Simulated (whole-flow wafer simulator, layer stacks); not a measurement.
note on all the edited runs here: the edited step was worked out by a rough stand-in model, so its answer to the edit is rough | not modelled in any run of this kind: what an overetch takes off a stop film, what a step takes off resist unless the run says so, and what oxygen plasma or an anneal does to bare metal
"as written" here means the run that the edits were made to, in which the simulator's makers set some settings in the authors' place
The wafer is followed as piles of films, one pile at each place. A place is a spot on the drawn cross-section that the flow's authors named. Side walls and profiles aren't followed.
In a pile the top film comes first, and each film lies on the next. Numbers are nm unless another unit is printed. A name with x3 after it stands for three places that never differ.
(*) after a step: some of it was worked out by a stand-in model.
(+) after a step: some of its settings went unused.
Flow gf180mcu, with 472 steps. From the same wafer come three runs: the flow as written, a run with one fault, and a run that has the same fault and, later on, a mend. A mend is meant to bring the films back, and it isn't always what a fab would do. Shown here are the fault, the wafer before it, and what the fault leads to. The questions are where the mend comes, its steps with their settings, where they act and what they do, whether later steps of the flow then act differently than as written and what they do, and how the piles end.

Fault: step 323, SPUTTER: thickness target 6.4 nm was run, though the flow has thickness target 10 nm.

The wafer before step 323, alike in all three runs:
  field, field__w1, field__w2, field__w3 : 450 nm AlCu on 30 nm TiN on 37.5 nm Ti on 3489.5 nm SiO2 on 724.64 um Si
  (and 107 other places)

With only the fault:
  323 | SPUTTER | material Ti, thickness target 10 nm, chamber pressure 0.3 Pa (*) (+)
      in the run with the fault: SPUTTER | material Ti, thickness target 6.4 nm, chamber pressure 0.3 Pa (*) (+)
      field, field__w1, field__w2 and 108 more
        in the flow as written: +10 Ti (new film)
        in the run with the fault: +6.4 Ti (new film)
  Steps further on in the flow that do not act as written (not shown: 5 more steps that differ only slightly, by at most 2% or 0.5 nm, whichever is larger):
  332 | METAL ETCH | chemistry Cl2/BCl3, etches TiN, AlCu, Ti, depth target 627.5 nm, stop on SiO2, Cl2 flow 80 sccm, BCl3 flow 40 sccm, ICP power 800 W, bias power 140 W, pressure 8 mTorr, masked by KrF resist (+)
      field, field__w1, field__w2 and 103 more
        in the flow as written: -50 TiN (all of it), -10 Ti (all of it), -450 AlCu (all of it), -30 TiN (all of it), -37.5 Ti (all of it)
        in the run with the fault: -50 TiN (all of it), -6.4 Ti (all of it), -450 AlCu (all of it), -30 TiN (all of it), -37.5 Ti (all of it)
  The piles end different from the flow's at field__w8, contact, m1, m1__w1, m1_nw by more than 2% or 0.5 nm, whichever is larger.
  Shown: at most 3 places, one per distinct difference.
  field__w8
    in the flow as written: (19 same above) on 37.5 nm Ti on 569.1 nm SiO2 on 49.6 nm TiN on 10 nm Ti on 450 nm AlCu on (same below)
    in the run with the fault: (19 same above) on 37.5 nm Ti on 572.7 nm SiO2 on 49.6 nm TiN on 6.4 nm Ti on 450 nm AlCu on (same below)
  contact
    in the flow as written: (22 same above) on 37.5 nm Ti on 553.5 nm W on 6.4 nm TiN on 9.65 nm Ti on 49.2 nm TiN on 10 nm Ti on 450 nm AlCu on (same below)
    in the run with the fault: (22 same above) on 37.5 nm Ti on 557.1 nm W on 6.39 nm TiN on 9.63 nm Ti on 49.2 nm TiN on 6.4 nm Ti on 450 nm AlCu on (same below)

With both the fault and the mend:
  The mend follows step 323.
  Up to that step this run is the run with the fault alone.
  323a | SPUTTER | material Ti, thickness target 3.6 nm, chamber pressure 0.3 Pa (*) (+) (the flow's step 323, run once more with other settings)
      field, field__w1, field__w2 and 108 more
        +3.6 Ti
  Every later step of the flow that is run acts as written at every place that is followed.
  At every place that both follow, the piles at the end match the flow's.
